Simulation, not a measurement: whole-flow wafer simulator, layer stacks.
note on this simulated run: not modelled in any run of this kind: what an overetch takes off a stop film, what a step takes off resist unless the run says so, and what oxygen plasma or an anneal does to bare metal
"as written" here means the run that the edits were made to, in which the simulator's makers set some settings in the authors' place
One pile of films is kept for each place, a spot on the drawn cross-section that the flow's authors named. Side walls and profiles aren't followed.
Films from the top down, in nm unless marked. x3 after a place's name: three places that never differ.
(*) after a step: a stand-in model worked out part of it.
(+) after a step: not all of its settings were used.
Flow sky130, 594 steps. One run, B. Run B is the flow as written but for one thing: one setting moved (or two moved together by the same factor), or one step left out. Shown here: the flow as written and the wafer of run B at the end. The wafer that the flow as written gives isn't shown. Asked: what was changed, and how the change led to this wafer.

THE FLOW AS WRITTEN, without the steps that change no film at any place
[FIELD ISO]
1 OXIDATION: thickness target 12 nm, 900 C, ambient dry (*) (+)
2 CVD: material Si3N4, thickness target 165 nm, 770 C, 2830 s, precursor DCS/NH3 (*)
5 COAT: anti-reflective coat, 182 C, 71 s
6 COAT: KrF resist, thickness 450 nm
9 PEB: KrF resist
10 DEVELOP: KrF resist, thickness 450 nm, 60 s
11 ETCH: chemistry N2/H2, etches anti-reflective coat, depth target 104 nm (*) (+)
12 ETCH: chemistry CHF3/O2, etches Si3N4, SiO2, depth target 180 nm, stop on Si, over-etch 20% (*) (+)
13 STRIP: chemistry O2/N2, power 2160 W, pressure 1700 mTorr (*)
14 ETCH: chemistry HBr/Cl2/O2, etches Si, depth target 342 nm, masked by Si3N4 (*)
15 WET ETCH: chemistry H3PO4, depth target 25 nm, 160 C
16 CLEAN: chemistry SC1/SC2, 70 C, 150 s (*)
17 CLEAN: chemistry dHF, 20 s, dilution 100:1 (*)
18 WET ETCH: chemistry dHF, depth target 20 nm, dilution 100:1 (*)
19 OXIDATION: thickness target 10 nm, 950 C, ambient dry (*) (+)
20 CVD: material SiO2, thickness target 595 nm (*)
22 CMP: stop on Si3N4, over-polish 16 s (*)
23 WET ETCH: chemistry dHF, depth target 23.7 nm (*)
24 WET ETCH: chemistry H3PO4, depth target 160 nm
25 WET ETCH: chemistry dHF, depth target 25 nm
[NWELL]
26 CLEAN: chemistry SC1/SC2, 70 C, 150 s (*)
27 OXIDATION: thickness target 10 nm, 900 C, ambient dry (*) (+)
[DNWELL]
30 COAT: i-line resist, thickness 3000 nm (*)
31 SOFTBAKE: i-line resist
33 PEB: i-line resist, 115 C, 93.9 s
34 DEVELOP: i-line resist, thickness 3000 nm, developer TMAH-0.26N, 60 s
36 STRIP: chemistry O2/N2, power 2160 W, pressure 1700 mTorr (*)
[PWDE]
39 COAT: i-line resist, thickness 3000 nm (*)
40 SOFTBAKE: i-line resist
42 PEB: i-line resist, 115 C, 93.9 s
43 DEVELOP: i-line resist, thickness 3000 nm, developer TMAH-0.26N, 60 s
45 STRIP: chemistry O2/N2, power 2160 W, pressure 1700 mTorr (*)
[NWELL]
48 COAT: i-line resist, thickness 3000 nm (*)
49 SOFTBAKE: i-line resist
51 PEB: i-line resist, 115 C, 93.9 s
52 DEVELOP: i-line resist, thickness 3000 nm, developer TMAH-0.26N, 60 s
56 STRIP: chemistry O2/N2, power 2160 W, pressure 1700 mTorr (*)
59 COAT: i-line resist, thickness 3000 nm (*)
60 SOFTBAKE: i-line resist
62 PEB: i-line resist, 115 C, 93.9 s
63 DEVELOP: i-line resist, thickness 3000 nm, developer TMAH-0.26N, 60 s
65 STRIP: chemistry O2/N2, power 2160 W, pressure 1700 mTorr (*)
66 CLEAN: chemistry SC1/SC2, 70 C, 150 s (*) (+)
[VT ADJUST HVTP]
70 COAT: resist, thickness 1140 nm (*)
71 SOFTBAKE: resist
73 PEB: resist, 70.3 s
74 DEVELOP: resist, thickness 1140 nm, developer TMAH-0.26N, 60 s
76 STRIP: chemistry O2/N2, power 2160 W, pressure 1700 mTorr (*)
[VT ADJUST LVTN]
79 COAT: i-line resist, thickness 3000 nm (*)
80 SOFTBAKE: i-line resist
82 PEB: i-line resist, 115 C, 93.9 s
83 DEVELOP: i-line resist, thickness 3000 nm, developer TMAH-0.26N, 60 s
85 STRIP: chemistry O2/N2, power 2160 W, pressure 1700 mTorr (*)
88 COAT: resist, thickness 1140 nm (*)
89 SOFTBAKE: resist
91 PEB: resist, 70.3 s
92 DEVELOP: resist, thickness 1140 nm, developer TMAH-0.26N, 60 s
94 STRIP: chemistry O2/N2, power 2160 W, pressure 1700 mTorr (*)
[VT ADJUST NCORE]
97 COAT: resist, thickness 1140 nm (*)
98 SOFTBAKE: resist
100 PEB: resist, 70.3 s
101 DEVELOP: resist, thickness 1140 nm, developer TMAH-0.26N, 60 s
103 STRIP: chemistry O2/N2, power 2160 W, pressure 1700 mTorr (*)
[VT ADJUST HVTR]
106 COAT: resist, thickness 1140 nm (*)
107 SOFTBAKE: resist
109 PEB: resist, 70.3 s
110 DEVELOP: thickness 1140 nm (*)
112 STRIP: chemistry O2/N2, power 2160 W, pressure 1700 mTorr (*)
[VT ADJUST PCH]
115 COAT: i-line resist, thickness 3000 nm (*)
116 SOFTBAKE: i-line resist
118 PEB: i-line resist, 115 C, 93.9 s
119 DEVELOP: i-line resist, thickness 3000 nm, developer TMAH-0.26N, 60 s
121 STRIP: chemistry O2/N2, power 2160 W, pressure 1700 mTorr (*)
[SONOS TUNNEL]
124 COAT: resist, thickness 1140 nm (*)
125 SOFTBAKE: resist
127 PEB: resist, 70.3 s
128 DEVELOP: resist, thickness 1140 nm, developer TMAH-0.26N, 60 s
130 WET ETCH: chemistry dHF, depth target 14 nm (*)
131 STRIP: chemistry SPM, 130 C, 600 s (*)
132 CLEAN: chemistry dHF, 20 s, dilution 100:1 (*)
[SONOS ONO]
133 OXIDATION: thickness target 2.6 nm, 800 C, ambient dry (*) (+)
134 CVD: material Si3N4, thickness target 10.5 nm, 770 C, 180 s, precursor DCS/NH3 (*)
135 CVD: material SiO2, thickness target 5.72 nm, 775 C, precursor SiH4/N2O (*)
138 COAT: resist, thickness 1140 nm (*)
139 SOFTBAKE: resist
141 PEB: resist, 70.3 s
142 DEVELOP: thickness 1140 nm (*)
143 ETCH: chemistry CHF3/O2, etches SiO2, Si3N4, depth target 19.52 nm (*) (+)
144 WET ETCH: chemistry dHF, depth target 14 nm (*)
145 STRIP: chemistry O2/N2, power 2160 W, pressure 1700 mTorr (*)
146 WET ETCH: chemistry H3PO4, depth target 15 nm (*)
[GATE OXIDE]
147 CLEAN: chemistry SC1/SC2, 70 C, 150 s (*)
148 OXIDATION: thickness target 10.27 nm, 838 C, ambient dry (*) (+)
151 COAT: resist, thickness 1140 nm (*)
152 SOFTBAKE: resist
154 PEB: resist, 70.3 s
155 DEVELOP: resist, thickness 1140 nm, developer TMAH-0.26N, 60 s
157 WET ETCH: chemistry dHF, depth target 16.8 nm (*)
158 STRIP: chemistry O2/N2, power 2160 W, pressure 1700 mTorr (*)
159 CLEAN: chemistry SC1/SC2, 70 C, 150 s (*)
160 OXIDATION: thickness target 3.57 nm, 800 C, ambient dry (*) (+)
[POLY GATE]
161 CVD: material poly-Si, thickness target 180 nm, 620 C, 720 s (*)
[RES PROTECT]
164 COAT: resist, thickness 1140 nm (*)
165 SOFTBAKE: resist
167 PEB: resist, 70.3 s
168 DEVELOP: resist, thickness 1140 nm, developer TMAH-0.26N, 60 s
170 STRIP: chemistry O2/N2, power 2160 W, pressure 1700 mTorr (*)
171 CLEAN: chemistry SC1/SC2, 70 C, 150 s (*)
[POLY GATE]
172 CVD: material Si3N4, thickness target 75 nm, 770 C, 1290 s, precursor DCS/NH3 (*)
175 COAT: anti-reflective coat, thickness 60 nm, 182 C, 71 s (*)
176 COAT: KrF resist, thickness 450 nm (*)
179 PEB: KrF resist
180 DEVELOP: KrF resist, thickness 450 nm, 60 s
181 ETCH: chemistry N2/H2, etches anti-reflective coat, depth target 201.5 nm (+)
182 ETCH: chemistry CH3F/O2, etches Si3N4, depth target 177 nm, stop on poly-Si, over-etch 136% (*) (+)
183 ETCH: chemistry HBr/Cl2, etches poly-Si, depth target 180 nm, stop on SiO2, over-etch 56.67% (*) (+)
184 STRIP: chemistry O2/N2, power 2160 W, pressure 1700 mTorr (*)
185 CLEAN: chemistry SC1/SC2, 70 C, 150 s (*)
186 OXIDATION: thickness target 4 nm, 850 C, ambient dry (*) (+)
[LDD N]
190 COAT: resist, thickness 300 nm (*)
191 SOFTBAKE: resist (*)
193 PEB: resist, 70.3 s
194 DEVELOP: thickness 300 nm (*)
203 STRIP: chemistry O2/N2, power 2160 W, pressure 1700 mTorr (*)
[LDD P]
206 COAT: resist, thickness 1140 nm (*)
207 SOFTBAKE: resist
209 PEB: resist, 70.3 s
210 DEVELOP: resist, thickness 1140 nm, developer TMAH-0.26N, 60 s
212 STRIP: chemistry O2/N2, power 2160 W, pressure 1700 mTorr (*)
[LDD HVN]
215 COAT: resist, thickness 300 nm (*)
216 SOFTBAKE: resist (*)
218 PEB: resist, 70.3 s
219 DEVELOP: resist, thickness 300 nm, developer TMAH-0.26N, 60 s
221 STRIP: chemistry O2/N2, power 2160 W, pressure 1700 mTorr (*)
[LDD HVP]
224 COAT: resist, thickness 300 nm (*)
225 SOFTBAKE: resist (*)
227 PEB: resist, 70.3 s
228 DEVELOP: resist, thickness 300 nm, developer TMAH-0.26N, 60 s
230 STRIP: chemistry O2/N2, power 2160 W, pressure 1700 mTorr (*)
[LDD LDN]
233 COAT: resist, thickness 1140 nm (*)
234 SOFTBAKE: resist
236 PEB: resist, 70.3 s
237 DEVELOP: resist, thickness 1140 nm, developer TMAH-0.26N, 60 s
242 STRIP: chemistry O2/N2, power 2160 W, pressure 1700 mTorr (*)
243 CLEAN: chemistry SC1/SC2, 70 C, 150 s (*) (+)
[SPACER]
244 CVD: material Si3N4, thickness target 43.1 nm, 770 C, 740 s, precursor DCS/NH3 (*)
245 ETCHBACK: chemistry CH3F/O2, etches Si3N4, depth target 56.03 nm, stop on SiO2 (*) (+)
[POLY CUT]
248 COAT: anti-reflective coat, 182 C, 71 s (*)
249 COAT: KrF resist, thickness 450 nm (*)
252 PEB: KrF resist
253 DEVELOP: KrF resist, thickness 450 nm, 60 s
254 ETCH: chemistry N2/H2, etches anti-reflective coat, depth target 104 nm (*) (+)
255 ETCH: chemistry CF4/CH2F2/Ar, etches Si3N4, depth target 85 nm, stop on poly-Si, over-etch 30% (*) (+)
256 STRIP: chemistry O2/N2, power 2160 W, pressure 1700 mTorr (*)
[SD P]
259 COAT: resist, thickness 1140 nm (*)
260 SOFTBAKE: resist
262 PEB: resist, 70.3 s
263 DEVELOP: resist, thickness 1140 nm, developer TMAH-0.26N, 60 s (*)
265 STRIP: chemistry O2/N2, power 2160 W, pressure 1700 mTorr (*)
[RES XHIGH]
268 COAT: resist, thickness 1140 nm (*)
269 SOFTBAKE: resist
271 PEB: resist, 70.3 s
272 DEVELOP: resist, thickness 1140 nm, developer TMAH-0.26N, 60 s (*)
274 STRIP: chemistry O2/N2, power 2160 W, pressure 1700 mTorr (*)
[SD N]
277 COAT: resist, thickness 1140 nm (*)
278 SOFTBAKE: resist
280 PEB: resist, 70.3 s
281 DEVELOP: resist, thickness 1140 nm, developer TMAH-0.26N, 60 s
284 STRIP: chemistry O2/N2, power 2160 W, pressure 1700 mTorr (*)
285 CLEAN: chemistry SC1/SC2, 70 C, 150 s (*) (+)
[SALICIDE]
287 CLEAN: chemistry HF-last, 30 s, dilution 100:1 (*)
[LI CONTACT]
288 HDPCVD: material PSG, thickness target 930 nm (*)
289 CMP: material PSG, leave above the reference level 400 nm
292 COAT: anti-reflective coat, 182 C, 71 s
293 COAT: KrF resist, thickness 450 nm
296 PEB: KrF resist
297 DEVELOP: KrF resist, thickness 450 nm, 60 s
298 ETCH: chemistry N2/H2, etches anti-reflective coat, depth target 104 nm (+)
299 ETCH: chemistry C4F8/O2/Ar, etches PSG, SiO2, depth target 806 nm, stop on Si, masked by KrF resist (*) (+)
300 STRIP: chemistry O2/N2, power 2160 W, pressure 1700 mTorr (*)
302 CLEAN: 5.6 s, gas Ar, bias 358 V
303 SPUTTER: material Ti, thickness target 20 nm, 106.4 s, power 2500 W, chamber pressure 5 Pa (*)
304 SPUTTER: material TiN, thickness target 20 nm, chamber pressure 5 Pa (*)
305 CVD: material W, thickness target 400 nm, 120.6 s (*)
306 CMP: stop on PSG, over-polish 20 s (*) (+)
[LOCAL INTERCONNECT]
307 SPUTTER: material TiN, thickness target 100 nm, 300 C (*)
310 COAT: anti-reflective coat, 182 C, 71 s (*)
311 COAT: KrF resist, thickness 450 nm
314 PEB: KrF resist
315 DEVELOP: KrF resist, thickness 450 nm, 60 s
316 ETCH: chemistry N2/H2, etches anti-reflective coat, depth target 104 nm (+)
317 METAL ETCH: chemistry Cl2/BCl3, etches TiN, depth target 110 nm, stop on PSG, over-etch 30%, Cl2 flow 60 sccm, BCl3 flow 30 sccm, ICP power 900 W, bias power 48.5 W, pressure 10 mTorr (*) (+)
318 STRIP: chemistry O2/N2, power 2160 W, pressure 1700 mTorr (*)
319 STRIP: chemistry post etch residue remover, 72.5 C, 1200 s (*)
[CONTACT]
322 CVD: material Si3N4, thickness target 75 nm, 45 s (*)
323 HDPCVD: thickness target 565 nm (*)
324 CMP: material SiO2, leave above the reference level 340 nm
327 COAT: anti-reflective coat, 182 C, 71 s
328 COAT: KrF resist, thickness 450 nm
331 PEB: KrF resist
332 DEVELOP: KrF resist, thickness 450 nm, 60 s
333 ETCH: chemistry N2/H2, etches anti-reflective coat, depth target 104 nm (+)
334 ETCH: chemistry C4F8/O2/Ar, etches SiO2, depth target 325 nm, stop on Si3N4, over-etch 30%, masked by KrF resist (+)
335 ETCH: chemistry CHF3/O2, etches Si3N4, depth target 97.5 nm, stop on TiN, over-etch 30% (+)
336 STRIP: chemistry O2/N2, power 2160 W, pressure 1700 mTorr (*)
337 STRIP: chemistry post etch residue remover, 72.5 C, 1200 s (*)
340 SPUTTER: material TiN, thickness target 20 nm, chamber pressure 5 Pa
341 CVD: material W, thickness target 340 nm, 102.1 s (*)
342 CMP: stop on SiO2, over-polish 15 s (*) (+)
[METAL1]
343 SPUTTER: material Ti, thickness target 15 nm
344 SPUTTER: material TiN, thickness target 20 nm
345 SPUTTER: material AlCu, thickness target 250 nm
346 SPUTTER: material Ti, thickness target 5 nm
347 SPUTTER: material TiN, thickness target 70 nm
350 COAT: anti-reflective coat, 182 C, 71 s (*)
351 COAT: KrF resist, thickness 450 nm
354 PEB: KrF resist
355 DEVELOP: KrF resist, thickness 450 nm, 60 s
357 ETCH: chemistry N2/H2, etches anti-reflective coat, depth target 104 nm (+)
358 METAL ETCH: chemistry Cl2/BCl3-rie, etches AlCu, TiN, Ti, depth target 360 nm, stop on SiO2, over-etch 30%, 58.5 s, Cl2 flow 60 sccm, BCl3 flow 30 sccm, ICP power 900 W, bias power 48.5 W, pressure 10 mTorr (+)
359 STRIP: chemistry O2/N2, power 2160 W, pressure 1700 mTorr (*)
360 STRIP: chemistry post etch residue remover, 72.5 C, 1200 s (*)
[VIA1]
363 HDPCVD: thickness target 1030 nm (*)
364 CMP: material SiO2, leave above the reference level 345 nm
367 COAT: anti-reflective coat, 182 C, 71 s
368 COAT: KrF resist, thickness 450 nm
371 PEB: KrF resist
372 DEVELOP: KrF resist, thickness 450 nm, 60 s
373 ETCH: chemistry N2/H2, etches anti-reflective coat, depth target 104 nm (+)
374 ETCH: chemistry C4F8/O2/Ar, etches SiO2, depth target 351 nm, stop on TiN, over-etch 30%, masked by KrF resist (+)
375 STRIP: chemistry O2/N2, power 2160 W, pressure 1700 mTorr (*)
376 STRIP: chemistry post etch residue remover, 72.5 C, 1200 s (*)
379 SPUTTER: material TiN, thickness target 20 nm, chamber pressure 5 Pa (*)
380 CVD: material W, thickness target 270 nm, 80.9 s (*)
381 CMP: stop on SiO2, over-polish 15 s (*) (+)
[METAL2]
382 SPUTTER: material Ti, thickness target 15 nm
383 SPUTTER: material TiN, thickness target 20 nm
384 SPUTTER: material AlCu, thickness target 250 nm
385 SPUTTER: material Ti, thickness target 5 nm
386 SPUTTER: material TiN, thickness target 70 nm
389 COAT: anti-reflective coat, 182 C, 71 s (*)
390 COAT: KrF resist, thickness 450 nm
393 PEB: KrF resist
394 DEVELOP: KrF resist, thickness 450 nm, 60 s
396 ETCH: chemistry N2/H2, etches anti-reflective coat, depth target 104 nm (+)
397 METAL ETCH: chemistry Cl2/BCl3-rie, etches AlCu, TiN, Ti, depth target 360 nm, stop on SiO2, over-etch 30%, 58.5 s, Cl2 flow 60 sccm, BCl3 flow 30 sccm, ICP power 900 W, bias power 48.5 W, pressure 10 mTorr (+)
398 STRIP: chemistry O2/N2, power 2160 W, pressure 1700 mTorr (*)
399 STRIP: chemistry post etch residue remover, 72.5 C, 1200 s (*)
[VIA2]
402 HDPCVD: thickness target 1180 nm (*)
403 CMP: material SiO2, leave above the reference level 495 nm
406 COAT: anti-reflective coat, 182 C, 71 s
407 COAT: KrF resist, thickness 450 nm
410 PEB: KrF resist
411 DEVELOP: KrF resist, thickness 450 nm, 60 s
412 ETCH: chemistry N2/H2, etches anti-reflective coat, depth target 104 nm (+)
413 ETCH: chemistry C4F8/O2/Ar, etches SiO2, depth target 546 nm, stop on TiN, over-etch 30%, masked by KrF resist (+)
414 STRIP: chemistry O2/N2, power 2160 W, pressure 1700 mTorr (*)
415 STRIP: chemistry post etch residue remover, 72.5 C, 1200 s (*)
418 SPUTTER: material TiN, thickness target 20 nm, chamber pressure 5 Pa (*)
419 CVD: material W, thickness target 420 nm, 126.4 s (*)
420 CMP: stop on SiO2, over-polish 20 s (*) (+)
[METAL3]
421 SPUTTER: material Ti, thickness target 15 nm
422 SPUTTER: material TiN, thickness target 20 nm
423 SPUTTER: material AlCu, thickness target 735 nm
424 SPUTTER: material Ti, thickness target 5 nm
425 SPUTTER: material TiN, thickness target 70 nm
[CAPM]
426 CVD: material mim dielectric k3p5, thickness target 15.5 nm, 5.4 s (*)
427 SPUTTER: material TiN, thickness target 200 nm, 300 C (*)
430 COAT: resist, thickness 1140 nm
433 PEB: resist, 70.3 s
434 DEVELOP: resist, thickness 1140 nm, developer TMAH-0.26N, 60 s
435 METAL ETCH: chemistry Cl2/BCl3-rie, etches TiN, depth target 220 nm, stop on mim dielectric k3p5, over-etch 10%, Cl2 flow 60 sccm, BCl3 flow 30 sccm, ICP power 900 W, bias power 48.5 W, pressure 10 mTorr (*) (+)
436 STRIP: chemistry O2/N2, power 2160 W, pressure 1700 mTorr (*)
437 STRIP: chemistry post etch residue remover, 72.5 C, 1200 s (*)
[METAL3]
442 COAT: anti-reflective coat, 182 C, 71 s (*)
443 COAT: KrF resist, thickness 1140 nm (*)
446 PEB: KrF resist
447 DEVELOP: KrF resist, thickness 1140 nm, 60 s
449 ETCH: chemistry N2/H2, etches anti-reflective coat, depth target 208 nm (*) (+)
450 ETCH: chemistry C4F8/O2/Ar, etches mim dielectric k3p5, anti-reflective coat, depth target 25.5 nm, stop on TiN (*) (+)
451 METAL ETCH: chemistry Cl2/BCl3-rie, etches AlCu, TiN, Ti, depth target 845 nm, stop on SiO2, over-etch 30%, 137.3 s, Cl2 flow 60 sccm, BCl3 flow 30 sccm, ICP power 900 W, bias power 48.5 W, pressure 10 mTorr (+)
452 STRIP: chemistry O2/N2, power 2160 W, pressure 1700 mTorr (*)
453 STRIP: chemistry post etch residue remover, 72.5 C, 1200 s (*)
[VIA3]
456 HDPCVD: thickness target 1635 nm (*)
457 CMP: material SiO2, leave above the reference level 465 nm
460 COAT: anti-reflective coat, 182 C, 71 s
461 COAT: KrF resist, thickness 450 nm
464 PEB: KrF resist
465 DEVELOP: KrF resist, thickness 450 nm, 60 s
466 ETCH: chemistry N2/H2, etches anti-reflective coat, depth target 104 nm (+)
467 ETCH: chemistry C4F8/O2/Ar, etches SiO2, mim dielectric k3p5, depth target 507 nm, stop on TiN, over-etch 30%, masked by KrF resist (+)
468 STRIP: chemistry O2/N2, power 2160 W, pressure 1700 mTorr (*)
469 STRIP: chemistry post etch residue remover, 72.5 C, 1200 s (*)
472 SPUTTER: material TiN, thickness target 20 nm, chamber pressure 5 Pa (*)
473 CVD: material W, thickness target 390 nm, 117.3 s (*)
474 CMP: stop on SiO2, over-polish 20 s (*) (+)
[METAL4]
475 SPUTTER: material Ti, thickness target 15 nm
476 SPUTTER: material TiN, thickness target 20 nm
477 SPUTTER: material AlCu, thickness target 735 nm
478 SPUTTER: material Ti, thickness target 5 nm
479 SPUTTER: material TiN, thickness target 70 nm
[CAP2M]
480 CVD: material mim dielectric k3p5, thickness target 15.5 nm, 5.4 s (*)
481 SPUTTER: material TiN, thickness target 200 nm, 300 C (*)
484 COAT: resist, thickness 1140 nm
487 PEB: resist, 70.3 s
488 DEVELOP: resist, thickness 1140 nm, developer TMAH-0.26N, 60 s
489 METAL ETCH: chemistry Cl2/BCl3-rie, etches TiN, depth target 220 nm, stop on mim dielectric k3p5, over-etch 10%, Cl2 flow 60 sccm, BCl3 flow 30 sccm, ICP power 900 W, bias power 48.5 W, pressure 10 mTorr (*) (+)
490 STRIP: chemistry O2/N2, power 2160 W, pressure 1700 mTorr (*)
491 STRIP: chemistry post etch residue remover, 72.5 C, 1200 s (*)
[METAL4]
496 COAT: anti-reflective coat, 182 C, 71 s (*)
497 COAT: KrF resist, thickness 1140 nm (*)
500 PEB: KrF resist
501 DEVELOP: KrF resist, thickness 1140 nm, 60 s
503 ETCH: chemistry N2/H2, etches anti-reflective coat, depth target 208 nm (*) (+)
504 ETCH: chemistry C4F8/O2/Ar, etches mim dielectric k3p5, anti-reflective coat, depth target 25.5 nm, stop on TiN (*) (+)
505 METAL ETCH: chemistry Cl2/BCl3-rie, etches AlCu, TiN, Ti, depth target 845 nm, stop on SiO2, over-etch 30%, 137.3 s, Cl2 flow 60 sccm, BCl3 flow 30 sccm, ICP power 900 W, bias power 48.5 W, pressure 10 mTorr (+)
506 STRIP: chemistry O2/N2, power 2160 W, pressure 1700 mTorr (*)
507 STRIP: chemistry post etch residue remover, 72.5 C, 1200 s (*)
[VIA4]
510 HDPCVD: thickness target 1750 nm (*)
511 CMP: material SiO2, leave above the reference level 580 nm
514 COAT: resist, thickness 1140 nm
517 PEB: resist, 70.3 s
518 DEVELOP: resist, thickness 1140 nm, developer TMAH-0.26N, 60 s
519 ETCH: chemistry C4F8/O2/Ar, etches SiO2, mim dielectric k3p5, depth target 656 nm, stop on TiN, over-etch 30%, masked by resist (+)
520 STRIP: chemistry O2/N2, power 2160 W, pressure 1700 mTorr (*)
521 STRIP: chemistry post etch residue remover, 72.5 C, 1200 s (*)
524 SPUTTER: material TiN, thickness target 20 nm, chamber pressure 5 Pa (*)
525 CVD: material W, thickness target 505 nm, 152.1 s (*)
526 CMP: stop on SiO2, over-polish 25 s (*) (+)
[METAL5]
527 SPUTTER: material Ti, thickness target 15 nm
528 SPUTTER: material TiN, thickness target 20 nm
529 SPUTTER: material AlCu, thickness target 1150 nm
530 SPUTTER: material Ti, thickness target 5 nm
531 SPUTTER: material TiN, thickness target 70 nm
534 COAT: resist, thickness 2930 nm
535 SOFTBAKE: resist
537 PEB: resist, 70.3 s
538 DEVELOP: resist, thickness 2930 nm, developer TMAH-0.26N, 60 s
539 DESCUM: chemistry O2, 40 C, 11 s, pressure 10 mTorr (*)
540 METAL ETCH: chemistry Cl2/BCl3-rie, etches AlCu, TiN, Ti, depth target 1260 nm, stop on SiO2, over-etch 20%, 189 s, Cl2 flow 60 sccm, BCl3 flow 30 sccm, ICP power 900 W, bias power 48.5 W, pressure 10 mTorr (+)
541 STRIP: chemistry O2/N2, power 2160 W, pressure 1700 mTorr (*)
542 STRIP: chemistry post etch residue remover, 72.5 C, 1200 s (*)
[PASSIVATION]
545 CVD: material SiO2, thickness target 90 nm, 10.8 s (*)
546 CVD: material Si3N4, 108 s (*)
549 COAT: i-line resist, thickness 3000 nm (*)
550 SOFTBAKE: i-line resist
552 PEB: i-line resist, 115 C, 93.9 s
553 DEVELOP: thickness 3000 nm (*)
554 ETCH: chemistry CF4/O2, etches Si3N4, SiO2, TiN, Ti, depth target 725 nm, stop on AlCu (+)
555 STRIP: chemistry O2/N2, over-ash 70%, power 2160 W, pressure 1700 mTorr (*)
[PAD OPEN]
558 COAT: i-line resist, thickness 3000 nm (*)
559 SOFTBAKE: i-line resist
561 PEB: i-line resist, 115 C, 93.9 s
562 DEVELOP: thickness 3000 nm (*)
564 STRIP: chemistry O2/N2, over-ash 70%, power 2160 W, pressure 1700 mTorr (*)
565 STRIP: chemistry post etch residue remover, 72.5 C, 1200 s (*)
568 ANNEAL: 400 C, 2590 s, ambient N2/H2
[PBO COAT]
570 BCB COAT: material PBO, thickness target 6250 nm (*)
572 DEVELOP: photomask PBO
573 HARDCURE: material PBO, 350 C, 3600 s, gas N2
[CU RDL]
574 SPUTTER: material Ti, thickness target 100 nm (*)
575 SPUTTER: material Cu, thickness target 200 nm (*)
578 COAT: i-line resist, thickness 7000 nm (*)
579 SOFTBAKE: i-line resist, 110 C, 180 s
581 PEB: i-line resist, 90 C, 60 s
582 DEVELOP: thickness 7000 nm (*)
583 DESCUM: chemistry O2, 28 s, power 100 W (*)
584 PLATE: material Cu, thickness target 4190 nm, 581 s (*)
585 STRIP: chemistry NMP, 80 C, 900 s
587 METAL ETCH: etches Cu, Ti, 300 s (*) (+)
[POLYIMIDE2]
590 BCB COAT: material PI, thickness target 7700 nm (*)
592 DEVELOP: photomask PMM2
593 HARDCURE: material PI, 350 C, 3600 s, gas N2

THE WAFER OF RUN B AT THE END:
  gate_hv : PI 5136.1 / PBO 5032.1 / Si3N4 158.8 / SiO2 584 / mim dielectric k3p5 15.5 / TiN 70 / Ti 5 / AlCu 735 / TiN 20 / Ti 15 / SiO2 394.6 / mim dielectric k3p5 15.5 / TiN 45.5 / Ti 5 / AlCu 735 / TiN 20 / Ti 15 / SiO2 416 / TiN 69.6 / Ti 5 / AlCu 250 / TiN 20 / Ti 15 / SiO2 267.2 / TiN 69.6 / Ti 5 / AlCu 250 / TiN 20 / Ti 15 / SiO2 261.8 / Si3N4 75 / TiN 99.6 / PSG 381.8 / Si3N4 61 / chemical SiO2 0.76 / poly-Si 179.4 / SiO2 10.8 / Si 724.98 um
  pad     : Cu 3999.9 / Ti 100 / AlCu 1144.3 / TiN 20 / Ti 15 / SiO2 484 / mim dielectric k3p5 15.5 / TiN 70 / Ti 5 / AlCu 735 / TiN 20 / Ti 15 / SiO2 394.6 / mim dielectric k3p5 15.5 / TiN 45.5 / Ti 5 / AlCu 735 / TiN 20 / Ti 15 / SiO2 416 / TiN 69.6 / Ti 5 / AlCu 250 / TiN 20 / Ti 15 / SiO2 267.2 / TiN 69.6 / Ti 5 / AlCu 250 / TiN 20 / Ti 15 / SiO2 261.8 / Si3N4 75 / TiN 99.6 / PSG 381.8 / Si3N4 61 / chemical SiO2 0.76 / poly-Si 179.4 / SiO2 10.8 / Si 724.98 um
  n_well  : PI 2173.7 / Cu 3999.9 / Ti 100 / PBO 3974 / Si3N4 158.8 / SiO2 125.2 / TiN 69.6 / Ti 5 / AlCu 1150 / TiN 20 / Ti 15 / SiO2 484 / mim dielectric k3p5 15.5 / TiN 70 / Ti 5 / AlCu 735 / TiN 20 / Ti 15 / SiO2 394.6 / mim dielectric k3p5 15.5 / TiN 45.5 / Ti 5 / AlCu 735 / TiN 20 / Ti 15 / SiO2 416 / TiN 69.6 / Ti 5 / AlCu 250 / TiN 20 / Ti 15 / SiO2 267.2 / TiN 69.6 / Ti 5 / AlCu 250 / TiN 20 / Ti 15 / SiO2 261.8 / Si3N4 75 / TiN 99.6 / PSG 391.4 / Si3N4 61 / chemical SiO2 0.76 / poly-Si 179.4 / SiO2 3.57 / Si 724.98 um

The cause: step 425, SPUTTER: thickness target 45.5 nm was run, where the flow has thickness target 70 nm.
It can be read off the wafer: gate_hv has TiN 45.5, and step 425 as written asks for 70 nm.

How the change led to this, step by step:
  425 SPUTTER: material TiN, thickness target 70 nm
      field, active, n_well and 188 more: TiN +45.5 (new film) (as written it would be: TiN +70 (new film))
  451 METAL ETCH: chemistry Cl2/BCl3-rie, etches AlCu, TiN, Ti, depth target 845 nm, stop on SiO2, over-etch 30%, 137.3 s, Cl2 flow 60 sccm, BCl3 flow 30 sccm, ICP power 900 W, bias power 48.5 W, pressure 10 mTorr (+)
      field, gate, spacer and 68 more: TiN -45.5 (all of it), Ti -5 (all of it), AlCu -735 (all of it), TiN -20 (all of it), Ti -15 (all of it), SiO2 -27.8 (as written it would be: TiN -70 (all of it), Ti -5 (all of it), AlCu -735 (all of it), TiN -20 (all of it), Ti -15 (all of it), SiO2 -25.4)
      active, vpp_ln, vpp_iso2 and 11 more: TiN -45.5 (all of it), Ti -5 (all of it), AlCu -735 (all of it), TiN -20 (all of it), Ti -15 (all of it), SiO2 -27.8 (as written it would be: TiN -70 (all of it), Ti -5 (all of it), AlCu -735 (all of it), TiN -20 (all of it), Ti -15 (all of it), SiO2 -25.3)
  467 ETCH: chemistry C4F8/O2/Ar, etches SiO2, mim dielectric k3p5, depth target 507 nm, stop on TiN, over-etch 30%, masked by KrF resist (+)
      m1: SiO2 -399 (all of it), mim dielectric k3p5 -15.5 (all of it) (as written it would be: SiO2 -374.5 (all of it), mim dielectric k3p5 -15.5 (all of it))
      via3_hole: SiO2 -398.4 (all of it), mim dielectric k3p5 -15.5 (all of it) (as written it would be: SiO2 -373.9 (all of it), mim dielectric k3p5 -15.5 (all of it))
  473 CVD: material W, thickness target 390 nm, 117.3 s (*)
      m1: W +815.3 (new film) (as written it would be: W +790.5 (new film))
      via3_hole: W +814.7 (new film) (as written it would be: W +789.9 (new film))
